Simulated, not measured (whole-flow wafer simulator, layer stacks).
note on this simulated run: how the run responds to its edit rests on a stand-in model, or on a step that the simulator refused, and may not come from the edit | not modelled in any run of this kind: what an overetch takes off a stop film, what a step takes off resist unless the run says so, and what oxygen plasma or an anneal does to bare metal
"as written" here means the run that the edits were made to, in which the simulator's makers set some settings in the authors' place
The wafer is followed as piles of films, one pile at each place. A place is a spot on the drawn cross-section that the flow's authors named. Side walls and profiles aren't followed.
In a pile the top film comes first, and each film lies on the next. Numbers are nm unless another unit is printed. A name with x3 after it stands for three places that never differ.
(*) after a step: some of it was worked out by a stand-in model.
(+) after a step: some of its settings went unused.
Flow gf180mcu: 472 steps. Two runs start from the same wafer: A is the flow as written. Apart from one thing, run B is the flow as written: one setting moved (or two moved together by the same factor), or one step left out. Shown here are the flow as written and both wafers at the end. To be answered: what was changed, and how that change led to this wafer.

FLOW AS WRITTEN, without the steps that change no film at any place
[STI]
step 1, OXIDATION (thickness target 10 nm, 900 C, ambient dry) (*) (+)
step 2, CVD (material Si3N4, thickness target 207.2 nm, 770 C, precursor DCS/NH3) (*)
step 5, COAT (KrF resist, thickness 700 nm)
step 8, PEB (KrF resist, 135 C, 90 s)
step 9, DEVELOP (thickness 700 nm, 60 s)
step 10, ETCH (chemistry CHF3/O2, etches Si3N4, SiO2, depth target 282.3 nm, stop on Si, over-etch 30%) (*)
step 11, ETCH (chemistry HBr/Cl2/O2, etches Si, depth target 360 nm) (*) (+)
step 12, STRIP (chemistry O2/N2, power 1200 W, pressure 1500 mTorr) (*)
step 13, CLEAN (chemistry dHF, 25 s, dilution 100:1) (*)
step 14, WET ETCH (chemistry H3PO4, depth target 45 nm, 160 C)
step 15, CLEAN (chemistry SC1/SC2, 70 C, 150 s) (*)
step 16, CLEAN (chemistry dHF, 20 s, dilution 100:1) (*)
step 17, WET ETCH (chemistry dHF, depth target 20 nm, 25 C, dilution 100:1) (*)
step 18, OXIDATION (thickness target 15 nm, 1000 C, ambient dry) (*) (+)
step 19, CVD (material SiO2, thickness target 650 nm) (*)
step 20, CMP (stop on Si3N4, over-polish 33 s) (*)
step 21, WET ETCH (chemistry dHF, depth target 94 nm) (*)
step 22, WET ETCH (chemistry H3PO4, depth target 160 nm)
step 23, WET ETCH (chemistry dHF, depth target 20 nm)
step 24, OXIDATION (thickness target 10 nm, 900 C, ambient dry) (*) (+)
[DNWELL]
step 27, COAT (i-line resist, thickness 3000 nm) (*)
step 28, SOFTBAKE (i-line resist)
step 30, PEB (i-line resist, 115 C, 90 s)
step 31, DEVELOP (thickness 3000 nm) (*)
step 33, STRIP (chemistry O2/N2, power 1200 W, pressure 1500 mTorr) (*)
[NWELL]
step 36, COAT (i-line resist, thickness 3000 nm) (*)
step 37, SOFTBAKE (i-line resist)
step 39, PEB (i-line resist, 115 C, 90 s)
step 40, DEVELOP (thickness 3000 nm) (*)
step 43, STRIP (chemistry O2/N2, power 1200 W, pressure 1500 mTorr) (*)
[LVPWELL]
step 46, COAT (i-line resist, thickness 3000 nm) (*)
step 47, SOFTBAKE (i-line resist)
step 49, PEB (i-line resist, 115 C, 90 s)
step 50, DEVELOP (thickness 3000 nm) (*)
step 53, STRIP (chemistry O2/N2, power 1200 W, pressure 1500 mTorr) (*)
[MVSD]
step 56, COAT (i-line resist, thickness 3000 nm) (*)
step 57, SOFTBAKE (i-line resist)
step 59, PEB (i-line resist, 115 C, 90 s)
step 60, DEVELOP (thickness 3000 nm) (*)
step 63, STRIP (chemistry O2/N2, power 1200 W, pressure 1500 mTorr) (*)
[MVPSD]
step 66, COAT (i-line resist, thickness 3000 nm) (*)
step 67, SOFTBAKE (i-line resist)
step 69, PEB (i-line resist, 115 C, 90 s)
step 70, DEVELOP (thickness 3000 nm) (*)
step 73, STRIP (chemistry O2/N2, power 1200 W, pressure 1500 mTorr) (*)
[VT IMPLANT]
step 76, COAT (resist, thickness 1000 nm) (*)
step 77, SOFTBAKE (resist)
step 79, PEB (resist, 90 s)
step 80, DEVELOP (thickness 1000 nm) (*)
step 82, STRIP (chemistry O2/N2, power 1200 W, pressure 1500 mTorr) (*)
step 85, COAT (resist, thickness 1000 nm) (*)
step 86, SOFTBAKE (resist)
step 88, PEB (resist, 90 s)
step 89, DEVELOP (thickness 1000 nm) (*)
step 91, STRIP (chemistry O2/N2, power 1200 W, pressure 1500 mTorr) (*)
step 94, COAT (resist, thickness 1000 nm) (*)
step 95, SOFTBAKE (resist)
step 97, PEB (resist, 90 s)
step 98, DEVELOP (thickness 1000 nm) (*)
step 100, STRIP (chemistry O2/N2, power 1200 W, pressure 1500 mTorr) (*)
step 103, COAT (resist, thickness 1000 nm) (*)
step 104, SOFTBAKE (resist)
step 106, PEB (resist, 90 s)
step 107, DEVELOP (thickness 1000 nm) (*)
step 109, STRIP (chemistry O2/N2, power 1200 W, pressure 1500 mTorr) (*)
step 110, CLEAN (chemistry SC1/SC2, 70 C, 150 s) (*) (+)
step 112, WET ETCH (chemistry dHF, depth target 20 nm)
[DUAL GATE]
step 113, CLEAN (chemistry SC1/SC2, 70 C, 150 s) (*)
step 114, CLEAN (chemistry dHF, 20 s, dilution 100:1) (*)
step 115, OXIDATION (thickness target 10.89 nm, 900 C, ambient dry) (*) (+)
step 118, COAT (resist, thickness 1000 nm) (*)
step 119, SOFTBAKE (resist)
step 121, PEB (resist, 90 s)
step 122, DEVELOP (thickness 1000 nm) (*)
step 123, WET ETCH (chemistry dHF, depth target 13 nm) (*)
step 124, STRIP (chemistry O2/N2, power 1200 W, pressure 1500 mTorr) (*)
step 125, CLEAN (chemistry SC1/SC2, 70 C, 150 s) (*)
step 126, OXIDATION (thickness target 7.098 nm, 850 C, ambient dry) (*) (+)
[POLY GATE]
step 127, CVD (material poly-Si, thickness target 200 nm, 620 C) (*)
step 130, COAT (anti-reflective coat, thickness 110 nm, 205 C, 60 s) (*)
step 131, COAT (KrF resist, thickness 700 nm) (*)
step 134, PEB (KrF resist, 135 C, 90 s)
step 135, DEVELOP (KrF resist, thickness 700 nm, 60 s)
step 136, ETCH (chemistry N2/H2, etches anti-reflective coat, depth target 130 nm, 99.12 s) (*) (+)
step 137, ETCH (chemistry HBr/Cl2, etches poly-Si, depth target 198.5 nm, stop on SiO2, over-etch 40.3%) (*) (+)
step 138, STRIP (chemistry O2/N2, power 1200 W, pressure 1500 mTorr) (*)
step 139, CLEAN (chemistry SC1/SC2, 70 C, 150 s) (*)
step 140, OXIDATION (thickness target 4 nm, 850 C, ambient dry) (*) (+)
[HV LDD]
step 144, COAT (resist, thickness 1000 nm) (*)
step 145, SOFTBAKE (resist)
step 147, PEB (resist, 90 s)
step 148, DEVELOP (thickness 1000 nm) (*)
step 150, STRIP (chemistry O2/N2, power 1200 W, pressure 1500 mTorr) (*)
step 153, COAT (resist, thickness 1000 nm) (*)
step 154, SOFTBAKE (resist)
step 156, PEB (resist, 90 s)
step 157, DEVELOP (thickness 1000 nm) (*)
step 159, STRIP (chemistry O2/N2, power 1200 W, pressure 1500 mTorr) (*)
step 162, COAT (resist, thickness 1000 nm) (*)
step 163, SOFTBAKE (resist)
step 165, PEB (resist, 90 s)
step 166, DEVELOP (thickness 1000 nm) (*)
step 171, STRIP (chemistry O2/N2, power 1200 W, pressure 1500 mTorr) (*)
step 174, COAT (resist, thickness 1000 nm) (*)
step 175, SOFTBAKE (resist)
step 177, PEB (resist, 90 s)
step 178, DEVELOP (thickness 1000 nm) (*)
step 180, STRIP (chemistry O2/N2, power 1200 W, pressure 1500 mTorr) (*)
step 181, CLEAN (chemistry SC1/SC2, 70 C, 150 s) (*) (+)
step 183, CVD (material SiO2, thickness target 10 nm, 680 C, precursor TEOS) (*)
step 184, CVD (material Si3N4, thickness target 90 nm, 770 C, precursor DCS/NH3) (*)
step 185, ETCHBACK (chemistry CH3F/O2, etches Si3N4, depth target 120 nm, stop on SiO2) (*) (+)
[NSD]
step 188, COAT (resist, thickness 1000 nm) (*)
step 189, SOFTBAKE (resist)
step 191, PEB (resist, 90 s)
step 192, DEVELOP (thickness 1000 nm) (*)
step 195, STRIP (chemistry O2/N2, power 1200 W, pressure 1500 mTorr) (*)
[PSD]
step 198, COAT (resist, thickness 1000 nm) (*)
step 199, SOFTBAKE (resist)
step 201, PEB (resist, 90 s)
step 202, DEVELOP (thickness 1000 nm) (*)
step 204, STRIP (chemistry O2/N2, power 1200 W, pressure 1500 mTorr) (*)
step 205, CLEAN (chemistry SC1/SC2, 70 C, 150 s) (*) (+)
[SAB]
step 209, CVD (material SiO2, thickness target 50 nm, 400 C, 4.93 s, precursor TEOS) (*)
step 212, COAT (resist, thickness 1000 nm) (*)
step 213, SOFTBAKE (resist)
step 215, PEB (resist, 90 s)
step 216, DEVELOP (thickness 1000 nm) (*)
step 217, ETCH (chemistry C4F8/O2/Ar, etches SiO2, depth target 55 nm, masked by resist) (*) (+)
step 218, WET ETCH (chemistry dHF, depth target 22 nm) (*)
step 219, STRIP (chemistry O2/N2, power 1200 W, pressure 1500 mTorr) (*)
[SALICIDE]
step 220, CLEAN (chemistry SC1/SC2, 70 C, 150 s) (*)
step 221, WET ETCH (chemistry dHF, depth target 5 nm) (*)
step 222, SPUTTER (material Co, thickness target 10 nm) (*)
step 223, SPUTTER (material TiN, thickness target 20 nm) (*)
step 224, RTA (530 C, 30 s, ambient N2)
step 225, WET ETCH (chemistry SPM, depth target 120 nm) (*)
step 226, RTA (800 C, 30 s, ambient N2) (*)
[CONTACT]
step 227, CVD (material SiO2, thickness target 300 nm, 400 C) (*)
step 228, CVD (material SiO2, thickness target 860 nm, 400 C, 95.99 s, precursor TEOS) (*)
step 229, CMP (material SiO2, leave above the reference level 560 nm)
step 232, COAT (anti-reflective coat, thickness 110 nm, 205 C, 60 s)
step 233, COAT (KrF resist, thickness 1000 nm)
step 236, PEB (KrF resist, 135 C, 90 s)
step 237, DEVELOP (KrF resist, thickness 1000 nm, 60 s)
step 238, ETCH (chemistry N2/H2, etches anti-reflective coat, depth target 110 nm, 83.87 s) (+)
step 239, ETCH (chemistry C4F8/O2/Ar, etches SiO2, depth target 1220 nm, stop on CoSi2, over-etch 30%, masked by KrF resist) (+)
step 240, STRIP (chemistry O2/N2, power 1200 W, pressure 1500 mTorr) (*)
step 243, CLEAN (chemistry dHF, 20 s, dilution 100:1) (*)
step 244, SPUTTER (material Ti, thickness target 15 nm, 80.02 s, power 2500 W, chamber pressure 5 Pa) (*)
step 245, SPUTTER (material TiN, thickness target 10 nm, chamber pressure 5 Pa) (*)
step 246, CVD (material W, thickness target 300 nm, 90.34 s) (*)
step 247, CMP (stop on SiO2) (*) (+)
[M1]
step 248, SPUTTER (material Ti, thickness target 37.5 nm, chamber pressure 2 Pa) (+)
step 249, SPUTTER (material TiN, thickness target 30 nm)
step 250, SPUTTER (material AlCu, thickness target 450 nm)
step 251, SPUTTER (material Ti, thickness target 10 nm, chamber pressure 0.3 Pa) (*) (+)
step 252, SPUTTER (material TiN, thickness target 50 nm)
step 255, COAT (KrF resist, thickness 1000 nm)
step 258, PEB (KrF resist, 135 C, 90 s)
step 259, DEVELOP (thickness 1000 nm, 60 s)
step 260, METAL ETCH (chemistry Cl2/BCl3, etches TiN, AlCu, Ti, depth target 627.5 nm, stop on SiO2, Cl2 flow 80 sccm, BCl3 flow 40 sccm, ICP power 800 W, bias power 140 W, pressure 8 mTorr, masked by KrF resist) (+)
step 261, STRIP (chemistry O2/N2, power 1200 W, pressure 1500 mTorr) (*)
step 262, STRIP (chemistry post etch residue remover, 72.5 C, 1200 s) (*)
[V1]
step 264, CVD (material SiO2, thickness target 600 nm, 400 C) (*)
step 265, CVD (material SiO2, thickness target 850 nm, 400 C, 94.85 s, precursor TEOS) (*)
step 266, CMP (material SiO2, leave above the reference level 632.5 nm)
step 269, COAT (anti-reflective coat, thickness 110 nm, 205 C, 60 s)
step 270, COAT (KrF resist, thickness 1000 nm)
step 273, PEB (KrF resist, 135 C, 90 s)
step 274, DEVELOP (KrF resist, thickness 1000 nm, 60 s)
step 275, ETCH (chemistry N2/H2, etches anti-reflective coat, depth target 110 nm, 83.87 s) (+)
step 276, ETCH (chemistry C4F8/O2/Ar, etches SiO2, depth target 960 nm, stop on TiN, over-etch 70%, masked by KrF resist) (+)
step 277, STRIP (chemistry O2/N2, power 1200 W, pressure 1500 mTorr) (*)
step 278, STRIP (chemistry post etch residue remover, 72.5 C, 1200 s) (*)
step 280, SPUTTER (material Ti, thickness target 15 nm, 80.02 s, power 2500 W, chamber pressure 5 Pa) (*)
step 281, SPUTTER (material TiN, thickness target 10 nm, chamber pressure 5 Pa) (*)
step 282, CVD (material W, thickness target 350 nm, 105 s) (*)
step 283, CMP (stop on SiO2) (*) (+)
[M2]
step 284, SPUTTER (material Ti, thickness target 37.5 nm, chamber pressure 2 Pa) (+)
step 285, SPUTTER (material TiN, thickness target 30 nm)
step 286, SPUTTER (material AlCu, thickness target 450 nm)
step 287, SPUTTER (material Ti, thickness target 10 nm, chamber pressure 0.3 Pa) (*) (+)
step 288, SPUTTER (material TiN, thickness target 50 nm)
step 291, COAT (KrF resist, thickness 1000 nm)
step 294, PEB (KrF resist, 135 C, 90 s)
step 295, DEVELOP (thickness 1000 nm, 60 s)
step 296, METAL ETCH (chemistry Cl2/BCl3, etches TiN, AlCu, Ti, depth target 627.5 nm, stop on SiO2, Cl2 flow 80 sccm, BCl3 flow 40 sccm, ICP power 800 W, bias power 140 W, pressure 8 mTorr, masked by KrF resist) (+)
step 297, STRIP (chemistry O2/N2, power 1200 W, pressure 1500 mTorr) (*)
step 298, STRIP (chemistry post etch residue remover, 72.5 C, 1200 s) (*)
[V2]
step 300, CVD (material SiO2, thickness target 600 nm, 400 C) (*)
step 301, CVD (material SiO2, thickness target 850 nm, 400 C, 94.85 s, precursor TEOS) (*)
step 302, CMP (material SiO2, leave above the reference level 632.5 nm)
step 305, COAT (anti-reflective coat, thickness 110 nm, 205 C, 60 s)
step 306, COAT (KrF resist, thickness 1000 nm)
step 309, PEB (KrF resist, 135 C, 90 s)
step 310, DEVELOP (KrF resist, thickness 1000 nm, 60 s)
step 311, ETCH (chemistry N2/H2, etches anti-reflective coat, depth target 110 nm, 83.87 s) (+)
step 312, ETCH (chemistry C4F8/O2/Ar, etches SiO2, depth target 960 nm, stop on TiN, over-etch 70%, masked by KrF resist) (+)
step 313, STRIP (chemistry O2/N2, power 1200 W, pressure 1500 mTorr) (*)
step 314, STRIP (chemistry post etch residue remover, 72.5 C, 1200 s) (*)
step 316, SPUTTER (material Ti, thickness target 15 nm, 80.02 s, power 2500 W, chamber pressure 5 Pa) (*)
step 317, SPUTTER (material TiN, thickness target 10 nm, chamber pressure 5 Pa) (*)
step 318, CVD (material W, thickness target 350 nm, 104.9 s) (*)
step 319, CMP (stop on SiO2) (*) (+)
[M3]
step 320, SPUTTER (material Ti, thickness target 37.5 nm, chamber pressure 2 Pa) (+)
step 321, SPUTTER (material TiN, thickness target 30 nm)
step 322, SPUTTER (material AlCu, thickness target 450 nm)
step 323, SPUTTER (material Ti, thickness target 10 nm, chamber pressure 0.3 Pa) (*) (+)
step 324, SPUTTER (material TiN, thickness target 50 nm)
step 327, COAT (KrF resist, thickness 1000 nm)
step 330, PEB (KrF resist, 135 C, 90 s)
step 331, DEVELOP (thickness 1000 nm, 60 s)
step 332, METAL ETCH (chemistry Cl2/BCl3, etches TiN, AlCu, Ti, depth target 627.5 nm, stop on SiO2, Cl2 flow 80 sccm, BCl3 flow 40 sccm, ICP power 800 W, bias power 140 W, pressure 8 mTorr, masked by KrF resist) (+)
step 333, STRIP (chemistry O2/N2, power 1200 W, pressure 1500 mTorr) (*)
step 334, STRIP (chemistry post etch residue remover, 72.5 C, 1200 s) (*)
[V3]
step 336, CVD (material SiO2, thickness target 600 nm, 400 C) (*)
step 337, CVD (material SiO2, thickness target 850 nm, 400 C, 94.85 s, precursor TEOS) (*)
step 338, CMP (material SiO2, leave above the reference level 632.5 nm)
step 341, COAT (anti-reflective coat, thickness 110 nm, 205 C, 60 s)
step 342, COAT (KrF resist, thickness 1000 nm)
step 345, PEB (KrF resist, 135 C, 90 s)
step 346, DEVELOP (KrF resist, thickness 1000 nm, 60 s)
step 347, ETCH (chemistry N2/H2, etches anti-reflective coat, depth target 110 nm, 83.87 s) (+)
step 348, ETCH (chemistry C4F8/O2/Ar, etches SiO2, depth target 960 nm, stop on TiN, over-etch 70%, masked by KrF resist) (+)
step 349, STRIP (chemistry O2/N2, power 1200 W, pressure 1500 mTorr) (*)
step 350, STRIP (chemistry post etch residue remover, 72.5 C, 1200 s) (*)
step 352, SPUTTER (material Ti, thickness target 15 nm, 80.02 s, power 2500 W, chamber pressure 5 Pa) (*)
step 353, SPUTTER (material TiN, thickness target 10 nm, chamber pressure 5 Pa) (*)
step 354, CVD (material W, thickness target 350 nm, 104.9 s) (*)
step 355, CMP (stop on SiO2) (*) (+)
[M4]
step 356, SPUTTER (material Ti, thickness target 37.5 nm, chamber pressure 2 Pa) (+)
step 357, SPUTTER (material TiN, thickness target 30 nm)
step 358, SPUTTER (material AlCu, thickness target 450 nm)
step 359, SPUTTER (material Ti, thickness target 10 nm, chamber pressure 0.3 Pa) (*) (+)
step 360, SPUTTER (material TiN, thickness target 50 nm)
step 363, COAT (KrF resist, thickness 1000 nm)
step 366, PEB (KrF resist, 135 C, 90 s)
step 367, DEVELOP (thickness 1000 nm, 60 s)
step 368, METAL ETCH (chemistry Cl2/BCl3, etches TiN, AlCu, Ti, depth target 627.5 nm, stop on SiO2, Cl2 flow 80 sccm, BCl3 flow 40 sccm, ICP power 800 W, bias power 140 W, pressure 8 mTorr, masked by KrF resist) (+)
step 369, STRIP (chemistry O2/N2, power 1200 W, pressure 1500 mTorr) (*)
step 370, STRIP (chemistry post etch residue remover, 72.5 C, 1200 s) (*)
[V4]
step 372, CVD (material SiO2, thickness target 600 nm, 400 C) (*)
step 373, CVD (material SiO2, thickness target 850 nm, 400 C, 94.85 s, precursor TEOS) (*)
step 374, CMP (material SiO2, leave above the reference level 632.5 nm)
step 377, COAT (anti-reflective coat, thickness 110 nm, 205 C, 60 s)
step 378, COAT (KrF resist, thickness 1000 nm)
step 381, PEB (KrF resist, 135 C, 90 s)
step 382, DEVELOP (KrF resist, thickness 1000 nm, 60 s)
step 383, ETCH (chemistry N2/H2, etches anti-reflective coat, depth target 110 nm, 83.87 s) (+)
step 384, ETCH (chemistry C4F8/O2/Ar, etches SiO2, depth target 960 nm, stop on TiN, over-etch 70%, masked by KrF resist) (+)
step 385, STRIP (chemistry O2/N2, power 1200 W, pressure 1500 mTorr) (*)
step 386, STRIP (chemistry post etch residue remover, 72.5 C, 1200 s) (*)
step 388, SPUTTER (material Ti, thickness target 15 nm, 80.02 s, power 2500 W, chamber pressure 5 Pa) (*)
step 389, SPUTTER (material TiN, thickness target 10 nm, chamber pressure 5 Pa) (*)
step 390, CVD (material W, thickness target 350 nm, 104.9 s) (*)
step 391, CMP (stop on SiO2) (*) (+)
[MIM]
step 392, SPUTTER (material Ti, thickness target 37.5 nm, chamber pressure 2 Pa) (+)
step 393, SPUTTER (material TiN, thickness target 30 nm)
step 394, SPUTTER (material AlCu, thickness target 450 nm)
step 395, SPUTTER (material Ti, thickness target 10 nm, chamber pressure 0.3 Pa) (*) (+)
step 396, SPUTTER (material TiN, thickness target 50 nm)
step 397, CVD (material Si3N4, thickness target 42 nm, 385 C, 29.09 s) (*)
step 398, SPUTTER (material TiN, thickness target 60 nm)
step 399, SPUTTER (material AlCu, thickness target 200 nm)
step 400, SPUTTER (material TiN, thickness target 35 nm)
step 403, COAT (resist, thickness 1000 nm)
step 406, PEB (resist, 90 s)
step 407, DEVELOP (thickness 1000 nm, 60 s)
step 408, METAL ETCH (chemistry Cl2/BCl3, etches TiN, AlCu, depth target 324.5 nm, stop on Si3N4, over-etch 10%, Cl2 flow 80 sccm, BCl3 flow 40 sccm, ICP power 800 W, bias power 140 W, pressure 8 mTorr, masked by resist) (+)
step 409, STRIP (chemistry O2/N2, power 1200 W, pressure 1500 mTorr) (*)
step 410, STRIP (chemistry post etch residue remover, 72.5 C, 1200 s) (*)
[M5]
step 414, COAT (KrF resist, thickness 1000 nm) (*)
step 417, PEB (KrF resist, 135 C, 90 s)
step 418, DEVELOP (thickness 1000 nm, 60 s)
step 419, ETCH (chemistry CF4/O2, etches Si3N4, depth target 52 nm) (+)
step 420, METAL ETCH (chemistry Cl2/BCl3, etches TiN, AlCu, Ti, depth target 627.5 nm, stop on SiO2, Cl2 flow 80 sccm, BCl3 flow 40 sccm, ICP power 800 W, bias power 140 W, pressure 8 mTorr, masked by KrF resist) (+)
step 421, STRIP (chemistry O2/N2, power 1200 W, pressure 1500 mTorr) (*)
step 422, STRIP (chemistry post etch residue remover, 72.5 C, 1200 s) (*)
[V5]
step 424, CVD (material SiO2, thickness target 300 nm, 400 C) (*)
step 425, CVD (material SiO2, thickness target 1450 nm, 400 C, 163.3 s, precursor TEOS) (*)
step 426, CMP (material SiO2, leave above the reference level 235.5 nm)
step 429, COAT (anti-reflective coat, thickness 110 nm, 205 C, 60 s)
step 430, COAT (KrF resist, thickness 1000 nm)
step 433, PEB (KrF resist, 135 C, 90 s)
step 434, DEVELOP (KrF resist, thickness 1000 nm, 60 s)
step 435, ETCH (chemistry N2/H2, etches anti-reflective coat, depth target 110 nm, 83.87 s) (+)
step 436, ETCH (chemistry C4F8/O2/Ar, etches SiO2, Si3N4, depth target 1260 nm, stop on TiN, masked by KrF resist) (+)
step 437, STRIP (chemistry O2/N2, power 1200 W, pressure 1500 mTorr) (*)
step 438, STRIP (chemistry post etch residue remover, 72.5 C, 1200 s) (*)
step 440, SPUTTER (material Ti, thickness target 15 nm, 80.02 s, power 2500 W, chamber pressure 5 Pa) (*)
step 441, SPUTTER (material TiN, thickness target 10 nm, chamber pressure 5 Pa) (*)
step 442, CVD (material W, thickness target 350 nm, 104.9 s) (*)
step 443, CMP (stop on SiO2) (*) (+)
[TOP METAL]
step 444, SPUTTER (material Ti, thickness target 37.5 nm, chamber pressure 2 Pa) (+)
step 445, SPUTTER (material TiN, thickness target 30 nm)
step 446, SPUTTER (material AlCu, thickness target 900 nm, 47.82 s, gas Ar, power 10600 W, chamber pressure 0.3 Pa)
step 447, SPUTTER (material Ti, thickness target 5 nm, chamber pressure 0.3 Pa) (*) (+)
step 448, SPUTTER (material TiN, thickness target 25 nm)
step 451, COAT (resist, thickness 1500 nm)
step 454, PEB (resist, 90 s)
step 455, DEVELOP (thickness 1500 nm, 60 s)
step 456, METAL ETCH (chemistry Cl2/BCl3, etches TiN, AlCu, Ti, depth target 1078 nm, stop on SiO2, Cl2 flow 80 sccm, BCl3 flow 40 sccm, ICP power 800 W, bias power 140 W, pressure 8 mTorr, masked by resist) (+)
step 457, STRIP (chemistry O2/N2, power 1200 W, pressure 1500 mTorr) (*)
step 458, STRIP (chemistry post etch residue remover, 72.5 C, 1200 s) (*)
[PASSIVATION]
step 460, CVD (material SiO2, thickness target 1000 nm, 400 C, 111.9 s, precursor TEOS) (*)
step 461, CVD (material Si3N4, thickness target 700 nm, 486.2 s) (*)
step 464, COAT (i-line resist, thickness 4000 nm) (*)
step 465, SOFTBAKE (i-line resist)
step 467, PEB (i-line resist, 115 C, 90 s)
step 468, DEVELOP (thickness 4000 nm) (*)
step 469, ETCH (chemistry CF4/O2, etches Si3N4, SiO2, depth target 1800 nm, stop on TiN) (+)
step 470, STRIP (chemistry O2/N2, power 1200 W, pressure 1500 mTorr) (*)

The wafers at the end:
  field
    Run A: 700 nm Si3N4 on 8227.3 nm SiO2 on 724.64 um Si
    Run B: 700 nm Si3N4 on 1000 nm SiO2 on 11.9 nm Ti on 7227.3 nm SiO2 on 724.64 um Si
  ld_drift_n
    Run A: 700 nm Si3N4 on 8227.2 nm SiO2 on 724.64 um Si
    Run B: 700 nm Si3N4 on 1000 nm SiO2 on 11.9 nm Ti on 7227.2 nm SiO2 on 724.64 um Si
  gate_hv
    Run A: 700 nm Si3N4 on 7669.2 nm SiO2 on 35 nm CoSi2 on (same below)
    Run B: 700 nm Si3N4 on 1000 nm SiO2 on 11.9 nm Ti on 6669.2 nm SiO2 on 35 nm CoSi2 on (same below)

What caused this: step 446, SPUTTER: 52.6 s was run, while the flow as written has 47.82 s.

Step by step, how the change led to this:
  step 446, SPUTTER (material AlCu, thickness target 900 nm, 47.82 s, gas Ar, power 10600 W, chamber pressure 0.3 Pa)
      field, field__w1, field__w2 and 109 more: A AlCu gains 900 (new film) | B AlCu gains 991.9 (new film)
  step 456, METAL ETCH (chemistry Cl2/BCl3, etches TiN, AlCu, Ti, depth target 1078 nm, stop on SiO2, Cl2 flow 80 sccm, BCl3 flow 40 sccm, ICP power 800 W, bias power 140 W, pressure 8 mTorr, masked by resist) (+)
      field, field__w1, field__w2 and 103 more: A TiN loses 25 (all of it), Ti loses 5 (all of it), AlCu loses 900 (all of it), TiN loses 30 (all of it), Ti loses 37.5 (all of it) | B TiN loses 25 (all of it), Ti loses 5 (all of it), AlCu loses 991.9 (all of it), TiN loses 30 (all of it), Ti loses 25.6
  step 460, CVD (material SiO2, thickness target 1000 nm, 400 C, 111.9 s, precursor TEOS) (*)
      field, field__w1, field__w2 and 103 more: A SiO2 gains 1000 | B SiO2 gains 1000 (new film)
  step 464, COAT (i-line resist, thickness 4000 nm) (*)
      field__w8: A i-line resist gains 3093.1 (new film) | B i-line resist gains 3022.9 (new film)
      contact: A i-line resist gains 3153.6 (new film) | B i-line resist gains 3063.6 (new film)
      (also at 4 further places)
  step 465, SOFTBAKE (i-line resist)
      field__w5, field__w9: A i-line resist gains 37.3 | B i-line resist gains 33.9
      field__w11, field__w13: A i-line resist gains 37.9 | B i-line resist gains 35.2
      (also at 59 further places)
  step 467, PEB (i-line resist, 115 C, 90 s)
      field__w8, m1__w1: A i-line resist loses 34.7 | B i-line resist loses 33.4
      contact, m1: A i-line resist loses 35.1 | B i-line resist loses 33.7
      (also at 2 further places)
  step 468, DEVELOP (thickness 4000 nm) (*)
      pad: A i-line resist loses 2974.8 (all of it) | B i-line resist loses 2895.5 (all of it)
  step 470, STRIP (chemistry O2/N2, power 1200 W, pressure 1500 mTorr) (*)
      field__w8, m1__w1: A i-line resist loses 1787.7 (all of it) | B i-line resist loses 1710.6 (all of it)
      contact: A i-line resist loses 1811.2 (all of it) | B i-line resist loses 1727.3 (all of it)
      (also at 2 further places)
With metal films that touch counted as one body, field has 1 body; the flow as written gives 0 bodies.
With metal films that touch counted as one body, ld_drift_n has 1 body; the flow as written gives 0 bodies.
With metal films that touch counted as one body, gate_hv has 2 bodies (between them, from the top down: SiO2 6669.2); the flow as written gives 1 body.
